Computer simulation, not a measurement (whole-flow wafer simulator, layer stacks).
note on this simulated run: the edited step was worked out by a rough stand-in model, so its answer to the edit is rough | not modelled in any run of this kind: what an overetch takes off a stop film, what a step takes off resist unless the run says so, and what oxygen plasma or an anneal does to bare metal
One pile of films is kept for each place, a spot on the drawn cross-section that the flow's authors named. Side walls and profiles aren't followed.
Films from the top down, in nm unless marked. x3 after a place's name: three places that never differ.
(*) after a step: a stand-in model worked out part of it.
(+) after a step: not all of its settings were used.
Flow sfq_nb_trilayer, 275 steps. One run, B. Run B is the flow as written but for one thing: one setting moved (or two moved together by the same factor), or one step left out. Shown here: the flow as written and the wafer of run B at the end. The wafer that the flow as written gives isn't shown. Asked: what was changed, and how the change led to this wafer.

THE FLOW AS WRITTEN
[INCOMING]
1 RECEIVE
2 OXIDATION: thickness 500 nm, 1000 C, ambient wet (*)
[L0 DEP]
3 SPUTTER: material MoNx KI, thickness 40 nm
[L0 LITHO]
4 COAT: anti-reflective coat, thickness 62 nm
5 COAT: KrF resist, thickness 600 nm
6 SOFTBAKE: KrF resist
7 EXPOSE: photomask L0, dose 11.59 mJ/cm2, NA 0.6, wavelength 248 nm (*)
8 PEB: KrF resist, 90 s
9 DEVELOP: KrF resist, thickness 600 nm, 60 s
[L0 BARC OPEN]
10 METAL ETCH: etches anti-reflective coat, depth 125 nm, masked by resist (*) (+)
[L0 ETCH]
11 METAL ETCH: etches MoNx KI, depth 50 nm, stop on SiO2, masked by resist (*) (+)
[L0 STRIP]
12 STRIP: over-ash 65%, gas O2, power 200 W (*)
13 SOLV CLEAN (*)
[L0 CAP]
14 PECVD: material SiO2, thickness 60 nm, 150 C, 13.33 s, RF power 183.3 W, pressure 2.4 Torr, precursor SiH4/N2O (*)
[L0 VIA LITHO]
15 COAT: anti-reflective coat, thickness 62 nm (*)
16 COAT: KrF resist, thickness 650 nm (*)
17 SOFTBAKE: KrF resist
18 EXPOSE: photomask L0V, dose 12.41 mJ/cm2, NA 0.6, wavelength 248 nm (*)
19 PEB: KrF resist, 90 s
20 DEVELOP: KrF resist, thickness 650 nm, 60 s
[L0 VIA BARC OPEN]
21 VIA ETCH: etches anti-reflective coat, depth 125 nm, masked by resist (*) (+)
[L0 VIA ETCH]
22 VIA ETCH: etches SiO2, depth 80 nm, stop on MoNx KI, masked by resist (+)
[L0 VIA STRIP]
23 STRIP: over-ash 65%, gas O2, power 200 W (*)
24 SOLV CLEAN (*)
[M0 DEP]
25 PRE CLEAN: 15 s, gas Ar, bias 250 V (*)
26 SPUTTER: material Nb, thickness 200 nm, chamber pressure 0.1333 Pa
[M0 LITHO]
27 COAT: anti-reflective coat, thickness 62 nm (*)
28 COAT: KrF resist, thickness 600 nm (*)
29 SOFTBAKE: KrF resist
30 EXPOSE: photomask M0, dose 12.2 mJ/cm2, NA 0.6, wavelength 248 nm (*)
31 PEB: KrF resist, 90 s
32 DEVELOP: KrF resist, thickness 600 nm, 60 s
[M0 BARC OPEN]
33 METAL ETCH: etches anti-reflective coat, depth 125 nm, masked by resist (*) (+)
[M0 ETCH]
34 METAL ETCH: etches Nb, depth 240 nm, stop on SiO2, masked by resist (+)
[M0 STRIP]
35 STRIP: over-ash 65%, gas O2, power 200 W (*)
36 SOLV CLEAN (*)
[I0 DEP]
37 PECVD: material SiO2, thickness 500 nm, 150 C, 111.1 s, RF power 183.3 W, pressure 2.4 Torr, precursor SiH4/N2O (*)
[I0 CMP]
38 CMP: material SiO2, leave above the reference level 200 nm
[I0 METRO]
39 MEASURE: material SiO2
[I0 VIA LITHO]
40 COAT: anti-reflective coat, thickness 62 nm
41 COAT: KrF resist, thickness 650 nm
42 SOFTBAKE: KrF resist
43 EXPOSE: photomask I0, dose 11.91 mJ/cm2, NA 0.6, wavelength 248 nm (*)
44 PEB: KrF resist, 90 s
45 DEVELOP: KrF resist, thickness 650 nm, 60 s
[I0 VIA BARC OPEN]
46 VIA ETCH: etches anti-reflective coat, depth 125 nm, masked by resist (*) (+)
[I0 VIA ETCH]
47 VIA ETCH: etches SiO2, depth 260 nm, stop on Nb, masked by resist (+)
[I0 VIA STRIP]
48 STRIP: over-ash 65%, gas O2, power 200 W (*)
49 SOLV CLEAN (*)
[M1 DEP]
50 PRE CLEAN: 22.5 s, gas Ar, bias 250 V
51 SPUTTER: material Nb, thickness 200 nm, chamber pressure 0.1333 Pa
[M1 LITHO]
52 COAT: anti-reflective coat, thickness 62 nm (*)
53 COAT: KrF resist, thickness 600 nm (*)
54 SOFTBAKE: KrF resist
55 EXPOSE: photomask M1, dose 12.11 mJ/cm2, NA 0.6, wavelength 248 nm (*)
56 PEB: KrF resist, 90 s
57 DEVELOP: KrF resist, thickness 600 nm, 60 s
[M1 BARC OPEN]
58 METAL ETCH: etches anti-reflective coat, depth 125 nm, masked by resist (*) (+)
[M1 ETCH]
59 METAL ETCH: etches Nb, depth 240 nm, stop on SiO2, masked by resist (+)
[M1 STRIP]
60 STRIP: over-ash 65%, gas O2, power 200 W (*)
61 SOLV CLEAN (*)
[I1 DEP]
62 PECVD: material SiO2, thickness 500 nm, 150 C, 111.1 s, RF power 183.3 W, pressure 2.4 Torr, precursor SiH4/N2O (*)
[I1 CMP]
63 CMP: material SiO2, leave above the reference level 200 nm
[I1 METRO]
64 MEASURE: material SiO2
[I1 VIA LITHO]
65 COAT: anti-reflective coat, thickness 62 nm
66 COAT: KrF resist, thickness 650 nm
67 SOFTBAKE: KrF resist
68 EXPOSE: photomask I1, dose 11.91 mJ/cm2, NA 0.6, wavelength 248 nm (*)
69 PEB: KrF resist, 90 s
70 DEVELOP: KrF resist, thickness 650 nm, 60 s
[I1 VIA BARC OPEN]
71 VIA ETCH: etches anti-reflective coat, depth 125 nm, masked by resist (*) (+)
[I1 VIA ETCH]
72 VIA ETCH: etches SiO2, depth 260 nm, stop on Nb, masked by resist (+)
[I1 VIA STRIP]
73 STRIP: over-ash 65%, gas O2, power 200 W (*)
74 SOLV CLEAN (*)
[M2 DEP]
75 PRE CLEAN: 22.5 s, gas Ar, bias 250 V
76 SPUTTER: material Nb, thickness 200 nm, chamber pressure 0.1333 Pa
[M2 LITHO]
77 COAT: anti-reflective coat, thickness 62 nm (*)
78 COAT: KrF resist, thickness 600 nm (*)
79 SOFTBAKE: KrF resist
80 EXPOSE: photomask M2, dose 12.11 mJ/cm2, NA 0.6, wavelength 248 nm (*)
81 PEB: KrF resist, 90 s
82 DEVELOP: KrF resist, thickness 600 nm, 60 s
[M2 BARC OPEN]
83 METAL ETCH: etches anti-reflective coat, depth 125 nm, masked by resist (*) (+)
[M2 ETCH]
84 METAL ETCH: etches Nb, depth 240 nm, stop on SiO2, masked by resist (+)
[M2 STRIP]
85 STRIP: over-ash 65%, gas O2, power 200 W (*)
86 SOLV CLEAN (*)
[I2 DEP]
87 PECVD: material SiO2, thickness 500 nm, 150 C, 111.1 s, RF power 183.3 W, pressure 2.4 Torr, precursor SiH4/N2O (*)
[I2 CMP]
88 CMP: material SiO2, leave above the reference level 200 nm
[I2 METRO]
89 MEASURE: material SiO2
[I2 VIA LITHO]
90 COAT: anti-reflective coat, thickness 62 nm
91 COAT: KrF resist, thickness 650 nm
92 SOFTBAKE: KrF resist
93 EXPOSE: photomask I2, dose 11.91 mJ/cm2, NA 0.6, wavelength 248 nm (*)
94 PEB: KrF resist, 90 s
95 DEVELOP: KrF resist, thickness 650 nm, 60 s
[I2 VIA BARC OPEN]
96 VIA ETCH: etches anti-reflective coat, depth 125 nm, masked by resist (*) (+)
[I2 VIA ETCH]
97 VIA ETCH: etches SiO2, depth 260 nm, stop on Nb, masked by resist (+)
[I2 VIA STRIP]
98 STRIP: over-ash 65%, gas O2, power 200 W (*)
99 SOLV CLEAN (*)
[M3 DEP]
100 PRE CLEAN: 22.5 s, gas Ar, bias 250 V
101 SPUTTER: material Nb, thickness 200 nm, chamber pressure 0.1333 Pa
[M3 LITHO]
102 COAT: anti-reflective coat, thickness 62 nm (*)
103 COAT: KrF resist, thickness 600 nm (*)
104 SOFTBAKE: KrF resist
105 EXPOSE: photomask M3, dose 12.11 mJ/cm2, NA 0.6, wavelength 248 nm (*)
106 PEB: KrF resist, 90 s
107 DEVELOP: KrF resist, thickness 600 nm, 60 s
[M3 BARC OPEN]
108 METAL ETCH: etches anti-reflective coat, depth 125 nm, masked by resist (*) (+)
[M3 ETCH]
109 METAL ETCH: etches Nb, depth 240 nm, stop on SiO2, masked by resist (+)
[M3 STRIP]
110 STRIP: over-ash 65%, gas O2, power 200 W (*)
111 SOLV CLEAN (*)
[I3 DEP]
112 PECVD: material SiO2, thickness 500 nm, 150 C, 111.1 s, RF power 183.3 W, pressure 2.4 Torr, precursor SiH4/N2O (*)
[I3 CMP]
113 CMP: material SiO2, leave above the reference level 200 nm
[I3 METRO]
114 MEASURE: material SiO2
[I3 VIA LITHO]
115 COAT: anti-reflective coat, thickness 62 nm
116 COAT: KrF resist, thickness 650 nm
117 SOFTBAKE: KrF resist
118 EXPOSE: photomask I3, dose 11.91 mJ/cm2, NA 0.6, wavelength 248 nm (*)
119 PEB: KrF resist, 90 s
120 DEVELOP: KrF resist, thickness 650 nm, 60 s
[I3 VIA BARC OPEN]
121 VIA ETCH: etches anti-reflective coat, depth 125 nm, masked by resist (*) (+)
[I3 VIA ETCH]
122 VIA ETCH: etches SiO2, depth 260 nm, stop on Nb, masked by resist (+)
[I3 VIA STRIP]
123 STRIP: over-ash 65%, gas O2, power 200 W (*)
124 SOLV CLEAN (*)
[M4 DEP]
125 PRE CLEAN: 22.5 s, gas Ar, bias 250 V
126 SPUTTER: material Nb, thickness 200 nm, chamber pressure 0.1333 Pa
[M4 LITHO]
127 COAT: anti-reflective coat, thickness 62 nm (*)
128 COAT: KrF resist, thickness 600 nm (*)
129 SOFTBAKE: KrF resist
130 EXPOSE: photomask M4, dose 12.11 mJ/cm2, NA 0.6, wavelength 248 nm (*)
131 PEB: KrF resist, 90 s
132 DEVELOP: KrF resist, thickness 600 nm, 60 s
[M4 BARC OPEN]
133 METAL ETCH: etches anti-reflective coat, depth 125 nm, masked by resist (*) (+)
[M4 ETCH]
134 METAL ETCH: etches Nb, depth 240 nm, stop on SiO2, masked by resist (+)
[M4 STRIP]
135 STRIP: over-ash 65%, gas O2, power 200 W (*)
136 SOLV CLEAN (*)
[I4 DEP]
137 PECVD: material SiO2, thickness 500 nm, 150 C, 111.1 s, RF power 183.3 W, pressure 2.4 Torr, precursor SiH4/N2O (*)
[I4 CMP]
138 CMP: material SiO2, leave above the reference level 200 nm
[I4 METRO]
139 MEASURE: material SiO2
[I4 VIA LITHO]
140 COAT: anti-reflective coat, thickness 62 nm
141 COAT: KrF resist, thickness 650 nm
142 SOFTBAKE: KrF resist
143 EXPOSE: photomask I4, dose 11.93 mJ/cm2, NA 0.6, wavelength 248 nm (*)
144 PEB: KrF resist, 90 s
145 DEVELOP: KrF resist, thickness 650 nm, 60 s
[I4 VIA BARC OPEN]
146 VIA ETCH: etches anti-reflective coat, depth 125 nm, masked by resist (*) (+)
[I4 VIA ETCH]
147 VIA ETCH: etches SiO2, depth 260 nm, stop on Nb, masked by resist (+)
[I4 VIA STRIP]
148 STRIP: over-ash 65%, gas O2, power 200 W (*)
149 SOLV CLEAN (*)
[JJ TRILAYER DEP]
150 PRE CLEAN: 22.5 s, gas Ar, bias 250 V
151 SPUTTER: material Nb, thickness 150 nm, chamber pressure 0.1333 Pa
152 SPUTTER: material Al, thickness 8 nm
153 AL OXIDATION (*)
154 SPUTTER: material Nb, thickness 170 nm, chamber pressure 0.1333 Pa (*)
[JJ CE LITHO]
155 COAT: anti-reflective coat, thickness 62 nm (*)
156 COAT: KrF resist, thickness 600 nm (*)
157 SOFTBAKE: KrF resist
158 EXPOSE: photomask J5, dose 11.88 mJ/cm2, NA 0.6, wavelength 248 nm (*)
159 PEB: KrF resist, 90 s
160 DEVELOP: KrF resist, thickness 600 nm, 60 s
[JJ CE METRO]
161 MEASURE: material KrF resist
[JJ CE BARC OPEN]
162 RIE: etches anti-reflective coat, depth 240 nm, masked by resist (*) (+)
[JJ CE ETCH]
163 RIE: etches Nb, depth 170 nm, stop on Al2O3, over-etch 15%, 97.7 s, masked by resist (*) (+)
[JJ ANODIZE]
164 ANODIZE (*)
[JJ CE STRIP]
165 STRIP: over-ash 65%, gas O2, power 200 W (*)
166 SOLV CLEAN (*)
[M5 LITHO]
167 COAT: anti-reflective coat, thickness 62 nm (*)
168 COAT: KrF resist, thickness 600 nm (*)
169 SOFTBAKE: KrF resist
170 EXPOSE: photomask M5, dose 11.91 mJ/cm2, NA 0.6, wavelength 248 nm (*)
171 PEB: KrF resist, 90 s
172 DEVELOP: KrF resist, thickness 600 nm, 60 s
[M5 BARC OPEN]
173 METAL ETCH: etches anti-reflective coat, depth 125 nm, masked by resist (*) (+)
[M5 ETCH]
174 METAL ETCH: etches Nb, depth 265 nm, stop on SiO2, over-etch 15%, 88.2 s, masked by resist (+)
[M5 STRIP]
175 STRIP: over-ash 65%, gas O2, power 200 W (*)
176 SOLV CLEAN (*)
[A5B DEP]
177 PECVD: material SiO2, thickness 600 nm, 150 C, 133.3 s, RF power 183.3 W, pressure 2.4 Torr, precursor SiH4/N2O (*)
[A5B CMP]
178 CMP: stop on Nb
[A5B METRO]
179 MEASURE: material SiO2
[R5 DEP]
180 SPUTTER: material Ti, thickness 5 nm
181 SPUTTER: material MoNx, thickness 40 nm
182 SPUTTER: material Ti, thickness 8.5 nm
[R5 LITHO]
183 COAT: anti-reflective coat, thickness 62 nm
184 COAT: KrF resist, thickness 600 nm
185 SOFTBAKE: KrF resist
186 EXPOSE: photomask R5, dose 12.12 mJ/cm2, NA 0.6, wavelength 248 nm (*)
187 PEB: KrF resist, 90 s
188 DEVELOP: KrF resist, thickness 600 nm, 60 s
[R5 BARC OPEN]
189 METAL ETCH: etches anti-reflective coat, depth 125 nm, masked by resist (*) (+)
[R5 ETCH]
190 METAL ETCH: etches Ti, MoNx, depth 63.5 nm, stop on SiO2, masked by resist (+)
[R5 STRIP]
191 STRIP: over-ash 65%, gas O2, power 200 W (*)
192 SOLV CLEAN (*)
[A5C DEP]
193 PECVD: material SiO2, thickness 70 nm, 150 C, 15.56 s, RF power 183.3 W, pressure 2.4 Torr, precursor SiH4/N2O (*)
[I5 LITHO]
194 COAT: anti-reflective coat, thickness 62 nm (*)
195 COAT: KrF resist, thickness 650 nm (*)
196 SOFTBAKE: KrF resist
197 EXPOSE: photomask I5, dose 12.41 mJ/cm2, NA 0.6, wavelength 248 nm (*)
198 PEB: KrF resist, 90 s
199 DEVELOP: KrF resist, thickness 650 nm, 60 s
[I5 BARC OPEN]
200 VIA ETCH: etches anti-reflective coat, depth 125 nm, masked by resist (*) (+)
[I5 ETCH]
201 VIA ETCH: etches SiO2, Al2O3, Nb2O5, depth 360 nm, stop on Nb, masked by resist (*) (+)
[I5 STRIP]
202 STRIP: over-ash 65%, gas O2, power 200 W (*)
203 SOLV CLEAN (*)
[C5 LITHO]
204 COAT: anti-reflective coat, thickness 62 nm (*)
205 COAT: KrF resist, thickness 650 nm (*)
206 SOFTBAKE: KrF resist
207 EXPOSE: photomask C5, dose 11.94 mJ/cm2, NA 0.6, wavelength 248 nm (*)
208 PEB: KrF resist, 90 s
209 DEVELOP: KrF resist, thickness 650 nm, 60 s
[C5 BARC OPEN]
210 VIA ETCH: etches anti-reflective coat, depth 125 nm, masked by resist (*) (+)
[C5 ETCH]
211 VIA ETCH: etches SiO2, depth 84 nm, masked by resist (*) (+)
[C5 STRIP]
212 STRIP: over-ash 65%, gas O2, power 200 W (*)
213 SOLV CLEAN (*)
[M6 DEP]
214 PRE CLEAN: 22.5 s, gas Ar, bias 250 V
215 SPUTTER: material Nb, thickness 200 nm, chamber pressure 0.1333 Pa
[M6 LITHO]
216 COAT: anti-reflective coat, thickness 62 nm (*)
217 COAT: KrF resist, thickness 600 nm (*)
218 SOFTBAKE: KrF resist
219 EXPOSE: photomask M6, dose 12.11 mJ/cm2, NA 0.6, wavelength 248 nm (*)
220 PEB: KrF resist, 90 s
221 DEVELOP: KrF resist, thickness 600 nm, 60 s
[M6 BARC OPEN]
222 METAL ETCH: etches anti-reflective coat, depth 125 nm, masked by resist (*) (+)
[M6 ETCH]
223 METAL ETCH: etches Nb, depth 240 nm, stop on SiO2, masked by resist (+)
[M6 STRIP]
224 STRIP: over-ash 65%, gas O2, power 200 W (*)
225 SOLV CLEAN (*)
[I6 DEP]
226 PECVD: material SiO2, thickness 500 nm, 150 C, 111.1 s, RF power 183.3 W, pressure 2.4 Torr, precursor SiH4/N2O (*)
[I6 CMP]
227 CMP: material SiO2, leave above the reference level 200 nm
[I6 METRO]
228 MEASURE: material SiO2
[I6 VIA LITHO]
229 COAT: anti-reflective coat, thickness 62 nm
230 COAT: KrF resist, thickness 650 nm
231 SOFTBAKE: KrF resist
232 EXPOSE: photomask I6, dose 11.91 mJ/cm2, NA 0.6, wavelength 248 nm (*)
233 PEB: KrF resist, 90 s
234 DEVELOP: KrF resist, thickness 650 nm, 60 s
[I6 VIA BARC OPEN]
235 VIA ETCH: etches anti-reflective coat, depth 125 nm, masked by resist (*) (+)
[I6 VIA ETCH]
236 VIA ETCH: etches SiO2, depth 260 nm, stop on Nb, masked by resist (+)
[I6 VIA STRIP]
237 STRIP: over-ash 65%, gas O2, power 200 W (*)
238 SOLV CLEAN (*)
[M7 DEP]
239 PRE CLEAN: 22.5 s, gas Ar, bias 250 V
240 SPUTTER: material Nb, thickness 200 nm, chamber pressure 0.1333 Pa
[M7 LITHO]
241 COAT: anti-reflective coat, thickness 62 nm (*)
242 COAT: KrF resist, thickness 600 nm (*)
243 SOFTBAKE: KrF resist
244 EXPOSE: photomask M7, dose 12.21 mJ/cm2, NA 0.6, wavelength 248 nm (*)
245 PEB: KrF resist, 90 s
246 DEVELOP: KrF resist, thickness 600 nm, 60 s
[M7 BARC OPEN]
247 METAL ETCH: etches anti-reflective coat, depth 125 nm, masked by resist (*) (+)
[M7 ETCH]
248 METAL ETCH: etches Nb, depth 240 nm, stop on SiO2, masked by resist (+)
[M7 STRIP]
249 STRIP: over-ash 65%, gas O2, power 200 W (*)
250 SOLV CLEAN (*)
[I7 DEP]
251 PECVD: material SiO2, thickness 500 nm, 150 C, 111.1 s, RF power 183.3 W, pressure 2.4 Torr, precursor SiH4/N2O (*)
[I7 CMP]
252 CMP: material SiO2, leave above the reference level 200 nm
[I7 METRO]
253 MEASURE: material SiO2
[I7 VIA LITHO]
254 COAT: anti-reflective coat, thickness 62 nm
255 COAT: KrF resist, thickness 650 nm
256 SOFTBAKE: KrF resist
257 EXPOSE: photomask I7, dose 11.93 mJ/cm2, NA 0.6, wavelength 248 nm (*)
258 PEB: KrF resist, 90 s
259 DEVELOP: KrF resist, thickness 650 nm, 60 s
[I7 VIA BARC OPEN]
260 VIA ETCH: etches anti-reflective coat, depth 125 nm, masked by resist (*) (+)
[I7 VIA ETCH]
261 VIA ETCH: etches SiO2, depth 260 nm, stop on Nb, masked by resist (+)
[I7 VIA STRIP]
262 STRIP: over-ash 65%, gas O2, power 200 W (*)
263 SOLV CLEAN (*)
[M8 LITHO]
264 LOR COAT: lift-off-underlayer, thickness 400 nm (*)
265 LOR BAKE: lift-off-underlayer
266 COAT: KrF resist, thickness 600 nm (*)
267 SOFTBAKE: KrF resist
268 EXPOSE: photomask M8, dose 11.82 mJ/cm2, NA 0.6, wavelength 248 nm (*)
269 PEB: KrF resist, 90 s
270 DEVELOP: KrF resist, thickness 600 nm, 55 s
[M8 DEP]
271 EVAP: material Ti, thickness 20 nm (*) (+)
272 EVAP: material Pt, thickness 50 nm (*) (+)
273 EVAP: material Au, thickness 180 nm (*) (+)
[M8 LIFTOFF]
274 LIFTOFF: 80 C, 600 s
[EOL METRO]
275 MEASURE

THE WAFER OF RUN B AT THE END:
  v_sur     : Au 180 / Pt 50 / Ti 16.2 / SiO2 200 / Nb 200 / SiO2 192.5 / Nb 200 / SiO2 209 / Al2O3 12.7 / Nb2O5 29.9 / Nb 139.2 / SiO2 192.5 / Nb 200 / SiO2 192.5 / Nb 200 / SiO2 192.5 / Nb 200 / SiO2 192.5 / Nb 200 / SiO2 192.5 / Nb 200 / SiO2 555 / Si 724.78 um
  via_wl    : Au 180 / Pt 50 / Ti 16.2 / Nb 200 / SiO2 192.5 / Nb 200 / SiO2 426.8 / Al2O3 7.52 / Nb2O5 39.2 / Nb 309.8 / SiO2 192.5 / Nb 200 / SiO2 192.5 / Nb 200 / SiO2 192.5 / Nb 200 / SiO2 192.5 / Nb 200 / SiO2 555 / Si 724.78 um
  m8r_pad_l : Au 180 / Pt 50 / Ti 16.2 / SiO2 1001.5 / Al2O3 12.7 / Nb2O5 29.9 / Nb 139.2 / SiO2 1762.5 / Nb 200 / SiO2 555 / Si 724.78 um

The cause: step 271, EVAP: thickness 16.2 nm was run, where the flow has thickness 20 nm.
It can be read off the wafer: v_sur has Ti 16.2, and step 271 as written asks for 20 nm.

How the change led to this, step by step:
  271 EVAP: material Ti, thickness 20 nm (*) (+)
      field_l, v_sur, via_wl and 103 more: Ti +16.2 (new film) (as written it would be: Ti +20 (new film))
  274 LIFTOFF: 80 C, 600 s
      p4_fl, p4_fm, p4_w1 and 71 more: Au -180 (all of it), Pt -50 (all of it), Ti -16.2 (all of it), KrF resist -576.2 (all of it), lift-off-underlayer -400 (all of it) (as written it would be: Au -180 (all of it), Pt -50 (all of it), Ti -20 (all of it), KrF resist -576.2 (all of it), lift-off-underlayer -400 (all of it))
      c5j, ce_r: Au -180 (all of it), Pt -50 (all of it), Ti -16.2 (all of it), KrF resist -573.3 (all of it), lift-off-underlayer -399.3 (all of it) (as written it would be: Au -180 (all of it), Pt -50 (all of it), Ti -20 (all of it), KrF resist -573.3 (all of it), lift-off-underlayer -399.3 (all of it))
      (and at 19 more places)
